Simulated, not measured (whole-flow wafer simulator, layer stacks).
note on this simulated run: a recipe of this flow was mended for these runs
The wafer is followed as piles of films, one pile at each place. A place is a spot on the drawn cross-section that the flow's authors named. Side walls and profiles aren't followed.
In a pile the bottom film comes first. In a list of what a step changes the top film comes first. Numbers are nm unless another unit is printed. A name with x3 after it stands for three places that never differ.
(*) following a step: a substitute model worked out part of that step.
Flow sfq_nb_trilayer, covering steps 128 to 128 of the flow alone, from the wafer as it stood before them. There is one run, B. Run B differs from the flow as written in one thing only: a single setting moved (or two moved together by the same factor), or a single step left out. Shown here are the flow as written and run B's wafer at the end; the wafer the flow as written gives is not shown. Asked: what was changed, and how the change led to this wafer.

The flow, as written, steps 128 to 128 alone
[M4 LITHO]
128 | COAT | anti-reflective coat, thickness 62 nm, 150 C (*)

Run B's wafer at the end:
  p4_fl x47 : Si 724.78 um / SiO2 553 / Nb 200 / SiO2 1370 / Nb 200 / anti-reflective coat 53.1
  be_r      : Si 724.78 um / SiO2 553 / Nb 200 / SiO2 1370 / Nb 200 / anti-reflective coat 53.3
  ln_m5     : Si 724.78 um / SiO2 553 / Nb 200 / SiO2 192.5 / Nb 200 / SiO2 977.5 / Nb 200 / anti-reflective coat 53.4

The reason: step 128, COAT: thickness 53.1 nm was run, while the flow as written has thickness 62 nm.
One can read it off the wafer: p4_fl x47 has anti-reflective coat 53.1, and step 128 as written asks for 62 nm.

How this came from the change, step by step:
  128 | COAT | anti-reflective coat, thickness 62 nm, 150 C (*)
      p4_fl x47, p4_w1 x9, wl_j_sl x15, wl_d_m1, l0r_line_l x3, m0r_space_l x2: +53.1 anti-reflective coat (new film) (in the flow as written it would be: +62 anti-reflective coat (new film))
      be_r, r_sur, res, r_end, moat, field_r: +53.3 anti-reflective coat (new film) (in the flow as written it would be: +62.2 anti-reflective coat (new film))
      (and at 23 other places as well)
